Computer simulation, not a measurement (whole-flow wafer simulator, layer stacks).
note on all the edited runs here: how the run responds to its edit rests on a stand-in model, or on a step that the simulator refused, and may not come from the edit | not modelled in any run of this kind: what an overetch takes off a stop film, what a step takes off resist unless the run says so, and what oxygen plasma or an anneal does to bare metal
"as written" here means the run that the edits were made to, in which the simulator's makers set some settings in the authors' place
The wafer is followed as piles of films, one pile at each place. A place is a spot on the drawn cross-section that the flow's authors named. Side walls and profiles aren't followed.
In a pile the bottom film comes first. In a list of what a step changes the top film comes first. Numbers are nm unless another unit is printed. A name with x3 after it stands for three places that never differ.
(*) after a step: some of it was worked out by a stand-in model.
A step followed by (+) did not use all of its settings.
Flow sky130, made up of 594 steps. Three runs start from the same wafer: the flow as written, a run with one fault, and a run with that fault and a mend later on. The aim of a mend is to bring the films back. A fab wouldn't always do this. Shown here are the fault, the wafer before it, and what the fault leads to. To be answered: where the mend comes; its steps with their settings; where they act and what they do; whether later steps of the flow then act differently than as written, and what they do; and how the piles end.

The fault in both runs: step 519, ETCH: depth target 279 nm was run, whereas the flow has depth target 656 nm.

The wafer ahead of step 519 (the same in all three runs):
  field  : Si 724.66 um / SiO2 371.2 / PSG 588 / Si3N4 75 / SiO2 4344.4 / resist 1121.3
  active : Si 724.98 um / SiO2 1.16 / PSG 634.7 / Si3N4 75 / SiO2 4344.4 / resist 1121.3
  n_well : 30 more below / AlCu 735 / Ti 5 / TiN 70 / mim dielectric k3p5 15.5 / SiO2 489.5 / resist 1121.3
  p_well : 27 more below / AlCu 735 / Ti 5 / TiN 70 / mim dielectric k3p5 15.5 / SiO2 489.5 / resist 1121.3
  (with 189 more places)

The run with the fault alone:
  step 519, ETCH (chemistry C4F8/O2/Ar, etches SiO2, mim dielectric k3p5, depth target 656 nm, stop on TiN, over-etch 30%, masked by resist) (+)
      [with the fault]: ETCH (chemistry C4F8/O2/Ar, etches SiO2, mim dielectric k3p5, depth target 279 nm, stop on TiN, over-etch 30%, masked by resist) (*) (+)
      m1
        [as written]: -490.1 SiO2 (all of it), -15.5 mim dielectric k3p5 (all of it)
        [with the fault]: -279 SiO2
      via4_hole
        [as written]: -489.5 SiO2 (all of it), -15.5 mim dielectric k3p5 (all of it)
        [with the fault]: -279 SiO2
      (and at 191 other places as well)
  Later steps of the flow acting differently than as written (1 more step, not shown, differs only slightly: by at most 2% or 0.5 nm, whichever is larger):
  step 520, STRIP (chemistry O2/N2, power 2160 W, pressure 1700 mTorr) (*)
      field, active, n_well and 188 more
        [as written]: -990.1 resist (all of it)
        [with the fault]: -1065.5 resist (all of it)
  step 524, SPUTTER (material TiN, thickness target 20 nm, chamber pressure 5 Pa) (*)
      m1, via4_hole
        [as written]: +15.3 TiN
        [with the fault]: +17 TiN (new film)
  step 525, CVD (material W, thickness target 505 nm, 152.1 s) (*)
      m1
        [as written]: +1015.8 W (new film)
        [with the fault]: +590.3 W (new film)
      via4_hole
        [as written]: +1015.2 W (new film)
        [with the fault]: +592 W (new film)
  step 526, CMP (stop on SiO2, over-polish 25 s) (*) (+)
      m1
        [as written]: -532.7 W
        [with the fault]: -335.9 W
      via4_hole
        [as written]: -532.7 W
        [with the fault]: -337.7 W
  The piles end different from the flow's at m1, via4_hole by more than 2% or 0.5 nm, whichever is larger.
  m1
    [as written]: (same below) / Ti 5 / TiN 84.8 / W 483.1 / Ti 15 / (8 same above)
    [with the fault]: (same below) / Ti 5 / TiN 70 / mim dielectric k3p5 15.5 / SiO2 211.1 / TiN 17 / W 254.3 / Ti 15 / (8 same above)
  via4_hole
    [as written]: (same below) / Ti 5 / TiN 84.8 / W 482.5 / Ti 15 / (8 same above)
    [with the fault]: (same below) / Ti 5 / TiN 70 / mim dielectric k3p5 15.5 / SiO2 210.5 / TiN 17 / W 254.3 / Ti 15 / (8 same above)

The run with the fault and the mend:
  After step 519 comes the mend.
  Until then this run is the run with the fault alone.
  step 519a, ETCH (chemistry C4F8/O2/Ar, etches SiO2, mim dielectric k3p5, depth target 377 nm, stop on TiN, over-etch 30%, masked by resist) (+) (a further turn of the flow's step 519, with different settings)
      field, active, n_well and 188 more
        -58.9 resist
      m1
        -211.1 SiO2 (all of it), -15.5 mim dielectric k3p5 (all of it)
      via4_hole
        -210.5 SiO2 (all of it), -15.5 mim dielectric k3p5 (all of it)
  Later steps of the flow that are run all act as written at every place that is followed, up to a difference of at most 2% or 0.5 nm, whichever is larger.
  At every place that both follow, the piles at the end match the flow's.
